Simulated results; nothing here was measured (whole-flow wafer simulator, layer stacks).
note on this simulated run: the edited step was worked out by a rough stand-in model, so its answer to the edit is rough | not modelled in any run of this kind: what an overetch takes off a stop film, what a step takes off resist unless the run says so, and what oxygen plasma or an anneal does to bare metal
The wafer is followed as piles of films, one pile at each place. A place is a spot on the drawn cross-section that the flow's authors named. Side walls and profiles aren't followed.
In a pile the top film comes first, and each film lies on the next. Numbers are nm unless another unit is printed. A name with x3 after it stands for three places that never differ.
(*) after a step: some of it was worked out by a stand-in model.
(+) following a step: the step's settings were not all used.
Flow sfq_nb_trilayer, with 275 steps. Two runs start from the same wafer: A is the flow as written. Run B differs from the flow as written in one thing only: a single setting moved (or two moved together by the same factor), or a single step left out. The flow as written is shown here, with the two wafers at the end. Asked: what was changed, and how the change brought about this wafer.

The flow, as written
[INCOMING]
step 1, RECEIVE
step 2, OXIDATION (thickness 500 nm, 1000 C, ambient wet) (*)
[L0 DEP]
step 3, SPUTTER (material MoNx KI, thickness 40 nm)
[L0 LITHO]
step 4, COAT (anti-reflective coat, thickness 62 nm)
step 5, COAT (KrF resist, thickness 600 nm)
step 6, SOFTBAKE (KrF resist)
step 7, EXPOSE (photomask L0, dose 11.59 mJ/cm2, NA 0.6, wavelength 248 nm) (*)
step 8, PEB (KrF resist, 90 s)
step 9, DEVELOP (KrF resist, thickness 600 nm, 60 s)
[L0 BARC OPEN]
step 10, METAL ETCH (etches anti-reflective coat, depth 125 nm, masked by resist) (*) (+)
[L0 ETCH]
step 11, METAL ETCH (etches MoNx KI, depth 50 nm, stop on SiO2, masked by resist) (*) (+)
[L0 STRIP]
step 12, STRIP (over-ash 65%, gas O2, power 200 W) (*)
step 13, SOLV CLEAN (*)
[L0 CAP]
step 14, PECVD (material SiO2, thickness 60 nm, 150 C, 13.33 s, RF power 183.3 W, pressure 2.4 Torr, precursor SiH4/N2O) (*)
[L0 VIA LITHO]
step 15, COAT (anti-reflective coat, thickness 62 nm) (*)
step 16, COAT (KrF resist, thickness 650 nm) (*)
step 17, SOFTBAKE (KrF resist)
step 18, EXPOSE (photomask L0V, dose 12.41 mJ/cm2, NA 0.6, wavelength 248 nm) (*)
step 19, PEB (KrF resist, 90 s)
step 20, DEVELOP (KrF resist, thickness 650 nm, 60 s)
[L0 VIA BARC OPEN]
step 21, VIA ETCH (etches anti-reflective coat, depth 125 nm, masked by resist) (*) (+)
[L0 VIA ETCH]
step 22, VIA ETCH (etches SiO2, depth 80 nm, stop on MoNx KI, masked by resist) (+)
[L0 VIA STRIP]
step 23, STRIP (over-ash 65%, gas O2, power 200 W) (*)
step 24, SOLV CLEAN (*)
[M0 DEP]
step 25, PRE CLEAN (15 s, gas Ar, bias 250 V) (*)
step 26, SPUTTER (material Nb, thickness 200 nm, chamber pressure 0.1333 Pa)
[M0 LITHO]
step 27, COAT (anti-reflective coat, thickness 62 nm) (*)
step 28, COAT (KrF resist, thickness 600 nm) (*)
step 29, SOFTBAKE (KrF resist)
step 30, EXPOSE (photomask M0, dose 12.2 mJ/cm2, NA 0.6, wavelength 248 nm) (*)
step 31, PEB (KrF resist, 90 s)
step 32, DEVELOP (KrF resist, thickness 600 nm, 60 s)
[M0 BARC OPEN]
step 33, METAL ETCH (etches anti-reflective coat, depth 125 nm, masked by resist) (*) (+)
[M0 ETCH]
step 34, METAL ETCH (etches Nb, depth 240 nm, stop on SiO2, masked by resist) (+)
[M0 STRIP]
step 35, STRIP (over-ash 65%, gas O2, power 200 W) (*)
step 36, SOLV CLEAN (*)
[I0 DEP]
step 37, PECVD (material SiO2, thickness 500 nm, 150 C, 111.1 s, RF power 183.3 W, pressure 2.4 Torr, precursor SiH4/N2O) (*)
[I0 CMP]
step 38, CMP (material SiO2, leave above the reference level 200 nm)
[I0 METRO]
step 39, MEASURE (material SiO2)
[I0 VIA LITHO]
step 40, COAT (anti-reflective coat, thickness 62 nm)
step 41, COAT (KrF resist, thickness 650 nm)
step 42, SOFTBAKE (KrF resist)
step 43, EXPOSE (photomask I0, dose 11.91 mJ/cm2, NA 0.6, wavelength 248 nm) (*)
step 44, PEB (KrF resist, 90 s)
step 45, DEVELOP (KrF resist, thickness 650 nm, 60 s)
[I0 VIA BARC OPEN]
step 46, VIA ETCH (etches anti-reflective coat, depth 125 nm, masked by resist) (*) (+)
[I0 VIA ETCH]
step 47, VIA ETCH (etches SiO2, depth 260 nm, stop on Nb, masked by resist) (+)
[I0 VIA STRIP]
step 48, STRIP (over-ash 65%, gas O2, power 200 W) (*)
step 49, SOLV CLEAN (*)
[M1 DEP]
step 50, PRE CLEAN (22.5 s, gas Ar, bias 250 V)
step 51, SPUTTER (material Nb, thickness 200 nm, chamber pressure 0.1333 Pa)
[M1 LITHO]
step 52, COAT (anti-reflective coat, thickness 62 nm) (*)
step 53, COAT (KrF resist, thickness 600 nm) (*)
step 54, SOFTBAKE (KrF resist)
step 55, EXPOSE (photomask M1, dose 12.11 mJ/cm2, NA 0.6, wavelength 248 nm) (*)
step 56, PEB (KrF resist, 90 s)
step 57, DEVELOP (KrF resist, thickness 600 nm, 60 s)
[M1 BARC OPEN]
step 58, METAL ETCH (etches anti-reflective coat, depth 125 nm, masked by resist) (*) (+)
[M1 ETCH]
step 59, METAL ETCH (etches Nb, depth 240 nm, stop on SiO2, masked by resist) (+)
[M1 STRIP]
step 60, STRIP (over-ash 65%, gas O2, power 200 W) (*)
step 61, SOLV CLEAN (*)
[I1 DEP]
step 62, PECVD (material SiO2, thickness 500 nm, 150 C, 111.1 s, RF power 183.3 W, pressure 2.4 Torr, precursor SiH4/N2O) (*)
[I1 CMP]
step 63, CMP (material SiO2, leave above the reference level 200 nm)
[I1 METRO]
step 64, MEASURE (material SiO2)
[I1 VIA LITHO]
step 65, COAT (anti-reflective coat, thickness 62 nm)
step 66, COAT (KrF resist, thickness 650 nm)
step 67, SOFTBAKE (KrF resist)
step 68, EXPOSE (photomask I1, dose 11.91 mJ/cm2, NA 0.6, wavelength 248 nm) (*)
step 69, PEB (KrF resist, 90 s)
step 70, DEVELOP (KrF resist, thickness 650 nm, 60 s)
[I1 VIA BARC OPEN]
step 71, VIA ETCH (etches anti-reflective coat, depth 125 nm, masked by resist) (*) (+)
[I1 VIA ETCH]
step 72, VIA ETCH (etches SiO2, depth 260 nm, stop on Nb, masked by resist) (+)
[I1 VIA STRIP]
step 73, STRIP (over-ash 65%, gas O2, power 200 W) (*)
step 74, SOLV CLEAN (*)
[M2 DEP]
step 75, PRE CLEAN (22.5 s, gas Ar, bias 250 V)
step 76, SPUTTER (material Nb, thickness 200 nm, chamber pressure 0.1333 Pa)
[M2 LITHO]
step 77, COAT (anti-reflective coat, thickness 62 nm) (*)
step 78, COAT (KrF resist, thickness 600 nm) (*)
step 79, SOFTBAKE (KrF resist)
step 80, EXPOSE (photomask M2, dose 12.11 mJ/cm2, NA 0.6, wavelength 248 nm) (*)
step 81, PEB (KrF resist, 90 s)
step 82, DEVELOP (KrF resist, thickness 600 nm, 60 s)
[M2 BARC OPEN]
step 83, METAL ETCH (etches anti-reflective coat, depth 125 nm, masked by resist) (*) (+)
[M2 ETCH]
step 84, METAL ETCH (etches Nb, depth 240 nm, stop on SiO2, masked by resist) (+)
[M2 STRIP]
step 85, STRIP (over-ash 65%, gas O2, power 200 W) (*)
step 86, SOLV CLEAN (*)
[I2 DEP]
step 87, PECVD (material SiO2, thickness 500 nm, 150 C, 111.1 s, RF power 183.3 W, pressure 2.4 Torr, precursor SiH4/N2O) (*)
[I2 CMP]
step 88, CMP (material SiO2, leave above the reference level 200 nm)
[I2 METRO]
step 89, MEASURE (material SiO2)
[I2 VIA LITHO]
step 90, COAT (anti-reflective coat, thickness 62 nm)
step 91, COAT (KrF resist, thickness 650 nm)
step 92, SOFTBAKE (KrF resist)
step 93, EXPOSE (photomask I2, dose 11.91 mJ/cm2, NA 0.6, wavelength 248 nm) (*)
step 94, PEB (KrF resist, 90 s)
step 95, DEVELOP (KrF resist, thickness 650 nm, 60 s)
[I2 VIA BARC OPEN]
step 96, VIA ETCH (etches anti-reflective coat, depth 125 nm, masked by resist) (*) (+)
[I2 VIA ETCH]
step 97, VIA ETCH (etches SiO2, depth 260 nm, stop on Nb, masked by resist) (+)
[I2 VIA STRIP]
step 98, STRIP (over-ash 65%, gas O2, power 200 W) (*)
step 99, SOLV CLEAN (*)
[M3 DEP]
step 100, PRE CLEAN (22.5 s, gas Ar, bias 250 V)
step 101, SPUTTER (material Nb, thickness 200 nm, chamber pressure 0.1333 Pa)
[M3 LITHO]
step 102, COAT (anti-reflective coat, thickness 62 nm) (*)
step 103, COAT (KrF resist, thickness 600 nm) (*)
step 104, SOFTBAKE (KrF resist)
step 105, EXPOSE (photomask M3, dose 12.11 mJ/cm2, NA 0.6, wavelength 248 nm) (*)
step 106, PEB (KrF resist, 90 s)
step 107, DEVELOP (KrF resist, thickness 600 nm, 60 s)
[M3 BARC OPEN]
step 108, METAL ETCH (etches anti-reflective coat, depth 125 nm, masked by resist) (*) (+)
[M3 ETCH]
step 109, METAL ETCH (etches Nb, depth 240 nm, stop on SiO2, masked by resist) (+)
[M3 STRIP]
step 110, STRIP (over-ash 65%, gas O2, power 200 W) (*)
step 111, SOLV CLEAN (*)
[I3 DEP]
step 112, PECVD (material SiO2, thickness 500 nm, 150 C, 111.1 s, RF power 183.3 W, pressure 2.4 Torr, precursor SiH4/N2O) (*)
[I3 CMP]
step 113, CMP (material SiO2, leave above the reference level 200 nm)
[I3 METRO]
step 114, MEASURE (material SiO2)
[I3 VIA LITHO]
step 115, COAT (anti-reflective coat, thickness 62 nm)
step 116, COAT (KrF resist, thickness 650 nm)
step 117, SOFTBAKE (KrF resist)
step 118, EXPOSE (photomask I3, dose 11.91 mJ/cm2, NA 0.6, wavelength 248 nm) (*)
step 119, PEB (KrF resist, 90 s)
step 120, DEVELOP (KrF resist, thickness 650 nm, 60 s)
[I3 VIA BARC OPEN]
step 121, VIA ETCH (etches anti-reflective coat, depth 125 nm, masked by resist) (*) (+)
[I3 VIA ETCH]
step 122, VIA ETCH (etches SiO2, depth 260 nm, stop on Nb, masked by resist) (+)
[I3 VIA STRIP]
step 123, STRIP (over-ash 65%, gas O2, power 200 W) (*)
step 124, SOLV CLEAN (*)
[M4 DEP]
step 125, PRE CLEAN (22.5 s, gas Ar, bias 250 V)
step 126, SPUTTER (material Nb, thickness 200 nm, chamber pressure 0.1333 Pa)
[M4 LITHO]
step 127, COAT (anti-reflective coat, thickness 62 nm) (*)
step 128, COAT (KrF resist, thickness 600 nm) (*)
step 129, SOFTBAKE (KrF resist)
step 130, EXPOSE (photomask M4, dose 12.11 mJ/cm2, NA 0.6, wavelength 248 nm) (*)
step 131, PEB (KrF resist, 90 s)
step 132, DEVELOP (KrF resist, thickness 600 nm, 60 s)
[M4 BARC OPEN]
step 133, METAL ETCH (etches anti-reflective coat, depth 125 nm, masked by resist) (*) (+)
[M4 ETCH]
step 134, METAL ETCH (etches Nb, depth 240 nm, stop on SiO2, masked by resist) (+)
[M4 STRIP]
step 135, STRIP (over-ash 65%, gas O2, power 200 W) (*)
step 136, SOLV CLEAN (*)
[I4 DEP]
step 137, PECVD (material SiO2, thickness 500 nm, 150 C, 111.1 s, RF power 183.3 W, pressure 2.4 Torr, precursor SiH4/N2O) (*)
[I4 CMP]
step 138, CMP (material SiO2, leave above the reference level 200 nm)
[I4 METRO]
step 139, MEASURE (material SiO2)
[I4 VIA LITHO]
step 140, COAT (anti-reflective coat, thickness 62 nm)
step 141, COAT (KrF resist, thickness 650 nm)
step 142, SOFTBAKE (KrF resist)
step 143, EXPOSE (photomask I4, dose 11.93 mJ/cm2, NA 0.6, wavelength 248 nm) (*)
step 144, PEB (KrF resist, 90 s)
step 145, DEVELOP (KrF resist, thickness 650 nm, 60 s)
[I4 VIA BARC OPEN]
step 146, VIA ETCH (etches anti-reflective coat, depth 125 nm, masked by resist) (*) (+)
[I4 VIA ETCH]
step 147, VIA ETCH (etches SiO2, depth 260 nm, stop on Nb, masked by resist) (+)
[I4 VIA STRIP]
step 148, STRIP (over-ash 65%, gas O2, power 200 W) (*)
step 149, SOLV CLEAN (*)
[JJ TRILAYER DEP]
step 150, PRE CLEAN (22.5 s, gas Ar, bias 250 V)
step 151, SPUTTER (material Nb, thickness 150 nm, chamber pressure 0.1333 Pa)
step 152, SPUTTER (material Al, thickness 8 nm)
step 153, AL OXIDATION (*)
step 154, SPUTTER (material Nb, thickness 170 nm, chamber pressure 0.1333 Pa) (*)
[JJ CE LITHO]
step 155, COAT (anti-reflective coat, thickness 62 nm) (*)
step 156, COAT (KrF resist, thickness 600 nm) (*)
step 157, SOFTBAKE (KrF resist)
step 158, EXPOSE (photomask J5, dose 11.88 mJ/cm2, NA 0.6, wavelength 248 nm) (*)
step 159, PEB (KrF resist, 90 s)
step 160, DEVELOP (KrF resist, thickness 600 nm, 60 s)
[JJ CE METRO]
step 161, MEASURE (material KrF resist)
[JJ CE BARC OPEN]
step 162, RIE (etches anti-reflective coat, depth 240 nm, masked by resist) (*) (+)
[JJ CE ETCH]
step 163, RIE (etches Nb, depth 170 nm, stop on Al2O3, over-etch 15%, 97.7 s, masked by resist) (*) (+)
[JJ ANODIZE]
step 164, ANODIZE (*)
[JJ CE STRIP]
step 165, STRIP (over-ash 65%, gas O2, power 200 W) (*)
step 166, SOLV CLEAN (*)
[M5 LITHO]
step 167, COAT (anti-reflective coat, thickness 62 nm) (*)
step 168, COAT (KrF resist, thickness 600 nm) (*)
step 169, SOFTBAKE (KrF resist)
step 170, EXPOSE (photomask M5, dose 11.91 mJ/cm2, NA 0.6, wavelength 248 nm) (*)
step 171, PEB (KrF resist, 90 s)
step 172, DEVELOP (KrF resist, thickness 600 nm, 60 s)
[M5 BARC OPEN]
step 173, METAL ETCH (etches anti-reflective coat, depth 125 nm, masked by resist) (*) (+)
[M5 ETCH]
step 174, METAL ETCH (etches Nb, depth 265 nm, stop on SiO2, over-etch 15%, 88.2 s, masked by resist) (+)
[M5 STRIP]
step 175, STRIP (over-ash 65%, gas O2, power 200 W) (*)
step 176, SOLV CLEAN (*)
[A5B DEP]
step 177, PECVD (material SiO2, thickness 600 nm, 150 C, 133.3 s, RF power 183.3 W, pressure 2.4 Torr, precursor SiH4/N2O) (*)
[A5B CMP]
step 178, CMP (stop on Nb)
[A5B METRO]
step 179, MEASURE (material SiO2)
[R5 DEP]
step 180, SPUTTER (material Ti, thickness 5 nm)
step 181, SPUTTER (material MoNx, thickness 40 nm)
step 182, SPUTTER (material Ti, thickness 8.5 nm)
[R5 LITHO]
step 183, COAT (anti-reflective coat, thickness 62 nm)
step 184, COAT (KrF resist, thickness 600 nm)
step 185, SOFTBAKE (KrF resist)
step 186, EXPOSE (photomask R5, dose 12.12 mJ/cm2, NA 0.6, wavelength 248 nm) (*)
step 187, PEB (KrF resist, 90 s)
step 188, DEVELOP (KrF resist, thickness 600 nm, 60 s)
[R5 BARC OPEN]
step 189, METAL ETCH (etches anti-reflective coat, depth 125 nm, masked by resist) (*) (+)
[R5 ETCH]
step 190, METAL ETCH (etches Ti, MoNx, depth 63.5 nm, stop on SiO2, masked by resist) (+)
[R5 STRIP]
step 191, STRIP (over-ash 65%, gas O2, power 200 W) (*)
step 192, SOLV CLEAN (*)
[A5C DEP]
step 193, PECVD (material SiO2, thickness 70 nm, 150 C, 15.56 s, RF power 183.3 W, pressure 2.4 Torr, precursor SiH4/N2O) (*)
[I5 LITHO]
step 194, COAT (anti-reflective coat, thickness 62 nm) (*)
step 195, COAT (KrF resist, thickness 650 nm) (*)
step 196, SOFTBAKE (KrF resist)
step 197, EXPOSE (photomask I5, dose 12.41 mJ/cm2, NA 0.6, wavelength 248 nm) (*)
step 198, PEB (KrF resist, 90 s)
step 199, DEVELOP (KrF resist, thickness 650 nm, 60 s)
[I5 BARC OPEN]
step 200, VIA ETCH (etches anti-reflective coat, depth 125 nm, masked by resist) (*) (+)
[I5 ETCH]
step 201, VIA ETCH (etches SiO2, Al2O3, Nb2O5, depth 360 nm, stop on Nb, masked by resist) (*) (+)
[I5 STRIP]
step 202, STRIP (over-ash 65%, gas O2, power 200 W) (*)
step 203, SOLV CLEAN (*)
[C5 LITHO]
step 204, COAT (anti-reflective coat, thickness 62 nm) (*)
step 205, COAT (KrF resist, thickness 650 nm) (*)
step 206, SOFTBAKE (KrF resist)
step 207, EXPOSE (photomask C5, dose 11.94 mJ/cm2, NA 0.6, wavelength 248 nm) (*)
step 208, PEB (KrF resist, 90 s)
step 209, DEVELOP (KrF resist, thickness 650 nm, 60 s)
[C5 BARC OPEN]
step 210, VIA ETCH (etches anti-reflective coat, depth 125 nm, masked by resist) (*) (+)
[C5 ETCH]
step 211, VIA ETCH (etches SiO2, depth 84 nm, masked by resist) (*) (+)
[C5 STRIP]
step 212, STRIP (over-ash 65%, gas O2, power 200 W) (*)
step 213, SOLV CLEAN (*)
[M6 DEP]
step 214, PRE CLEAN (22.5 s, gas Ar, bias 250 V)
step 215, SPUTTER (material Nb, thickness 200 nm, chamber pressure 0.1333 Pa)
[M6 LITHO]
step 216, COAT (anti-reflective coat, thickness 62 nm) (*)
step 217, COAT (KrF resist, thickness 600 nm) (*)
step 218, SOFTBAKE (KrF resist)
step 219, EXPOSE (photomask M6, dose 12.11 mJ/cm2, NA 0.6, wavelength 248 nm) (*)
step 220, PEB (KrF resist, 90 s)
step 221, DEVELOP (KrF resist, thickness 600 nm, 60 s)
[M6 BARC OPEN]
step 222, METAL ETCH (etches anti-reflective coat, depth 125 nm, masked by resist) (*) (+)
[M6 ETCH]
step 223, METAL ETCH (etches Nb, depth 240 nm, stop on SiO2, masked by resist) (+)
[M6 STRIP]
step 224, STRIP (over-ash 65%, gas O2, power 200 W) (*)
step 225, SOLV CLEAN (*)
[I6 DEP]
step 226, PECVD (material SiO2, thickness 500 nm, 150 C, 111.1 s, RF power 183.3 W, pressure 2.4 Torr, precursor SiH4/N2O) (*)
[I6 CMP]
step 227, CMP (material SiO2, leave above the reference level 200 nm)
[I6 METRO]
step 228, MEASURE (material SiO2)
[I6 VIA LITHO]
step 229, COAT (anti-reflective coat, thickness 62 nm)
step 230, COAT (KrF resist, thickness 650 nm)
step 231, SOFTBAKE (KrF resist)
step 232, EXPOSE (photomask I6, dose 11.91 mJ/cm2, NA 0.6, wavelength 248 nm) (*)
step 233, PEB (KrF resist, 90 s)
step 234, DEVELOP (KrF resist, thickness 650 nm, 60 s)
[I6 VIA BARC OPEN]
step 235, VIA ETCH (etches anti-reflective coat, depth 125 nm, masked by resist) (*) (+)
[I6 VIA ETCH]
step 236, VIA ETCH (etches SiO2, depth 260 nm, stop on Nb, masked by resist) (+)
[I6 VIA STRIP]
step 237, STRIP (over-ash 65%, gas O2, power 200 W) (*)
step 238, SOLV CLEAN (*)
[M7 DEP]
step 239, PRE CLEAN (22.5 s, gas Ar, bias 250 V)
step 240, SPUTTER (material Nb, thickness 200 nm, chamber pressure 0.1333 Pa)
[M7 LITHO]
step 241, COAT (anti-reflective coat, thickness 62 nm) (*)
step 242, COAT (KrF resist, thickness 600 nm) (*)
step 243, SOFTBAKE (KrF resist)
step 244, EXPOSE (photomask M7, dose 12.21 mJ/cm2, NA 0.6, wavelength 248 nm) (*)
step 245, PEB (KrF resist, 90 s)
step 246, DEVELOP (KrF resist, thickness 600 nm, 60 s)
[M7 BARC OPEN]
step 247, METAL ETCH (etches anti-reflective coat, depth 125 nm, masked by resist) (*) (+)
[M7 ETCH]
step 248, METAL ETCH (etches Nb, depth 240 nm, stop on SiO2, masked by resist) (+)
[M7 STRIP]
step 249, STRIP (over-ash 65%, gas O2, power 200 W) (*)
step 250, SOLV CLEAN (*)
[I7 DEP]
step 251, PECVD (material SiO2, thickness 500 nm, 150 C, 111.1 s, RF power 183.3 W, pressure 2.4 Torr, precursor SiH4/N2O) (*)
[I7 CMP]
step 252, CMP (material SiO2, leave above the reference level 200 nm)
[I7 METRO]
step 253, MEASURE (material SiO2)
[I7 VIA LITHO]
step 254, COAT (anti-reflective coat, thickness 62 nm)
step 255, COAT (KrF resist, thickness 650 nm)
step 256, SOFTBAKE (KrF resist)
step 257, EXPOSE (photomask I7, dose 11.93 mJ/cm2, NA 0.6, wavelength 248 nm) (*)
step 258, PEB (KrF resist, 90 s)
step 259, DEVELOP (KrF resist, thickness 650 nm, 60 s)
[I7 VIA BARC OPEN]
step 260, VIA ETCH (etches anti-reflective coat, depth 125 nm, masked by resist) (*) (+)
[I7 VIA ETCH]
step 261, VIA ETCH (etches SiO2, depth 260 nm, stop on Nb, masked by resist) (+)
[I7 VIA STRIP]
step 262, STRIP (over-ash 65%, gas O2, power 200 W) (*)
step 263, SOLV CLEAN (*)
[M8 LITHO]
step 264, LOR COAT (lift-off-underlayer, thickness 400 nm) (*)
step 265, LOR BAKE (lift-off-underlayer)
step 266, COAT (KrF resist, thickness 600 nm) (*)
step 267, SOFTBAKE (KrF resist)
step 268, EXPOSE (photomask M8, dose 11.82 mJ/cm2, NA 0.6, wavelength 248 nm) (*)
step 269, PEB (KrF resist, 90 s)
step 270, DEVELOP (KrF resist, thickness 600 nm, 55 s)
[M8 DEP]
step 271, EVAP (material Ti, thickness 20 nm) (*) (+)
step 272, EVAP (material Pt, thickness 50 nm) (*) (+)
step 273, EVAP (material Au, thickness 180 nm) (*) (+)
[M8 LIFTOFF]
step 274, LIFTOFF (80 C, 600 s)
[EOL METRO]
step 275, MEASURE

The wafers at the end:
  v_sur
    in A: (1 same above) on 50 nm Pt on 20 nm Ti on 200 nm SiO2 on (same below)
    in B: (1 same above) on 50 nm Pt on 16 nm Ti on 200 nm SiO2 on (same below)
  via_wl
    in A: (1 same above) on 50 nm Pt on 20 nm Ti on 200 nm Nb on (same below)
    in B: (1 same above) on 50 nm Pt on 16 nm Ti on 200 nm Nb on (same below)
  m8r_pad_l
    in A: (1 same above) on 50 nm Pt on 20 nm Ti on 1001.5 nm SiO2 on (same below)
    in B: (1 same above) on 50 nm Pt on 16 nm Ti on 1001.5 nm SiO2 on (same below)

Cause: step 271, EVAP: thickness 16 nm was run, whereas the flow has thickness 20 nm.
One can read it off the wafer: v_sur has Ti 16, and step 271 as written asks for 20 nm.

The path from the change to this, step by step:
  step 271, EVAP (material Ti, thickness 20 nm) (*) (+)
      field_l, v_sur, via_wl and 103 more: A Ti gains 20 (new film) | B Ti gains 16 (new film)
  step 274, LIFTOFF (80 C, 600 s)
      p4_fl, p4_fm, p4_w1 and 71 more: A Au loses 180 (all of it), Pt loses 50 (all of it), Ti loses 20 (all of it), KrF resist loses 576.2 (all of it), lift-off-underlayer loses 400 (all of it) | B Au loses 180 (all of it), Pt loses 50 (all of it), Ti loses 16 (all of it), KrF resist loses 576.2 (all of it), lift-off-underlayer loses 400 (all of it)
      c5j, ce_r: A Au loses 180 (all of it), Pt loses 50 (all of it), Ti loses 20 (all of it), KrF resist loses 573.3 (all of it), lift-off-underlayer loses 399.3 (all of it) | B Au loses 180 (all of it), Pt loses 50 (all of it), Ti loses 16 (all of it), KrF resist loses 573.3 (all of it), lift-off-underlayer loses 399.3 (all of it)
      (also at 19 further places)
